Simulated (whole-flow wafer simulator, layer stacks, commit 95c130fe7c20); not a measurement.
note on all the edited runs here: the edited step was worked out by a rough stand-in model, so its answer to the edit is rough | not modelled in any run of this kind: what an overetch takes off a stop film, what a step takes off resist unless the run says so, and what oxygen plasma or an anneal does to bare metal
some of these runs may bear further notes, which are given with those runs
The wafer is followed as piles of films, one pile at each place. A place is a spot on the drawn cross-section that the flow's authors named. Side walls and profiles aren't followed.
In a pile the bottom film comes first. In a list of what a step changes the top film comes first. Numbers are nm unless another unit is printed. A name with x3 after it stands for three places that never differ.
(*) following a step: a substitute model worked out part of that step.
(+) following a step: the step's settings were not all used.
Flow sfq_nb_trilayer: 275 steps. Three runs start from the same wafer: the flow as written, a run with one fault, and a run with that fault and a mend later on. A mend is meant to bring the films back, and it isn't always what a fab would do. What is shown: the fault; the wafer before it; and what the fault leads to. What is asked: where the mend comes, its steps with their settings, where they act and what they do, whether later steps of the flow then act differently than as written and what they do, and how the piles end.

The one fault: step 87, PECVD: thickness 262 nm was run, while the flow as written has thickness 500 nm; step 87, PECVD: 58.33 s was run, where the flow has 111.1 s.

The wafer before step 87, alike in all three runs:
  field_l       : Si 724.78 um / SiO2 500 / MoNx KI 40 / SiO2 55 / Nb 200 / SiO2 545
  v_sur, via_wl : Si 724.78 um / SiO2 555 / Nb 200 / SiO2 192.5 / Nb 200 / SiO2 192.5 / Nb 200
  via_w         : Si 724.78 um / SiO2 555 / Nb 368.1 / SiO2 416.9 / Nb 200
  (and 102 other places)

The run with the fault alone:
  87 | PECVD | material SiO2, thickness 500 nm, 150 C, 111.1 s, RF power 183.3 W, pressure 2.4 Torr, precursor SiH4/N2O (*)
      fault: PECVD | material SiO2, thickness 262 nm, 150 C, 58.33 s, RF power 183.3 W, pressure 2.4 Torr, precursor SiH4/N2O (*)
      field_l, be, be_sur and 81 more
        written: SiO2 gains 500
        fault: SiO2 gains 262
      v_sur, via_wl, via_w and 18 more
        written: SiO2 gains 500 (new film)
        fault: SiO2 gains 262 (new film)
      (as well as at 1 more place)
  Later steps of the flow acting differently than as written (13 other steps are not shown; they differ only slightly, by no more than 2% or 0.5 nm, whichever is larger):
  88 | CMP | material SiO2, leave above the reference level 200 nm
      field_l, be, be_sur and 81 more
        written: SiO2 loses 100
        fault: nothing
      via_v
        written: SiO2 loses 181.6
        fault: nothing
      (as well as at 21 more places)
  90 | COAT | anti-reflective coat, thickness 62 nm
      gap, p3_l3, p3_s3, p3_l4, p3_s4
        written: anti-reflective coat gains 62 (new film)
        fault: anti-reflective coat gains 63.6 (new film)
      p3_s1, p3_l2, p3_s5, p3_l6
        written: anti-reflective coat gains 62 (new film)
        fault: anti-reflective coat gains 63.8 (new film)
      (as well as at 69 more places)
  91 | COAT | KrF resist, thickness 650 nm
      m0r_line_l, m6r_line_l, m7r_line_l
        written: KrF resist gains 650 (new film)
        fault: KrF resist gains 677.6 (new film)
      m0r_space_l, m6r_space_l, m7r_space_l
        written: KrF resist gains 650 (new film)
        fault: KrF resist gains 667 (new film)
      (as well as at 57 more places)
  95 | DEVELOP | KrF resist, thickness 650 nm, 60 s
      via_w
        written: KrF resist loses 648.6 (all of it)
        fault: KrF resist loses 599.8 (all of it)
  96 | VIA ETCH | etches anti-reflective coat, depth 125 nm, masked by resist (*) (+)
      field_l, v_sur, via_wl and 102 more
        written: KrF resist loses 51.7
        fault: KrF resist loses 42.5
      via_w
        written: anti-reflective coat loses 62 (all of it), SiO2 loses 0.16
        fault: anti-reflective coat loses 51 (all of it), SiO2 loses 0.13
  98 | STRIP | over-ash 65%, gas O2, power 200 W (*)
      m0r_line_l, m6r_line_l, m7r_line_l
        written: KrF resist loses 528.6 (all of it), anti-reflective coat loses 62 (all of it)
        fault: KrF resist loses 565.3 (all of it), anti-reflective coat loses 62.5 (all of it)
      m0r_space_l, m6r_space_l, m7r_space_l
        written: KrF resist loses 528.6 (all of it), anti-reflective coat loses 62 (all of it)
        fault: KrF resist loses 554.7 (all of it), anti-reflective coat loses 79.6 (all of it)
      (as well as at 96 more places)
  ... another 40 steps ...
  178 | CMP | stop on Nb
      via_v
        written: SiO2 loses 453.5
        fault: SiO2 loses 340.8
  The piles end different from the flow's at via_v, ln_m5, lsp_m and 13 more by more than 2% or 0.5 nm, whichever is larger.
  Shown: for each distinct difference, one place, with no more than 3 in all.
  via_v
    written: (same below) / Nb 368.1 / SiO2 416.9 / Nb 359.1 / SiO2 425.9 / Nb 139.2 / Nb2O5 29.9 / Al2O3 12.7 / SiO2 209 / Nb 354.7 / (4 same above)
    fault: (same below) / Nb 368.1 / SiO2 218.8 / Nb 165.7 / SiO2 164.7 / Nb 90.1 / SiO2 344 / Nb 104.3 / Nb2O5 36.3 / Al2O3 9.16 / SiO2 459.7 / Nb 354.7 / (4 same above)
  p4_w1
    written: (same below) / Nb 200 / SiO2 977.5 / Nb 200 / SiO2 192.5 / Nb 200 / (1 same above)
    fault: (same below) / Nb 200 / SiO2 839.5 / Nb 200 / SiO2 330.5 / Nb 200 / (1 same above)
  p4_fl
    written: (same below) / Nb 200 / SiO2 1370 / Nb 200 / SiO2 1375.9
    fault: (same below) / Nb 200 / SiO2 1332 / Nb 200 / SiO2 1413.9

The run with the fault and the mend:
  The mend follows step 87.
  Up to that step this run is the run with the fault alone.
  87a | PECVD | material SiO2, thickness 238 nm, 150 C, 52.89 s, RF power 183.3 W, pressure 2.4 Torr, precursor SiH4/N2O (*) (a further turn of the flow's step 87, with different settings)
      field_l, v_sur, via_wl and 102 more
        SiO2 gains 238
      via_v
        SiO2 gains 212
  Later steps of the flow acting differently than as written:
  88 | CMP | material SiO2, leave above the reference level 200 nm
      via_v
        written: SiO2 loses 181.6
        mend: SiO2 loses 13.9
  The piles end the same as the flow's at every place that both follow.
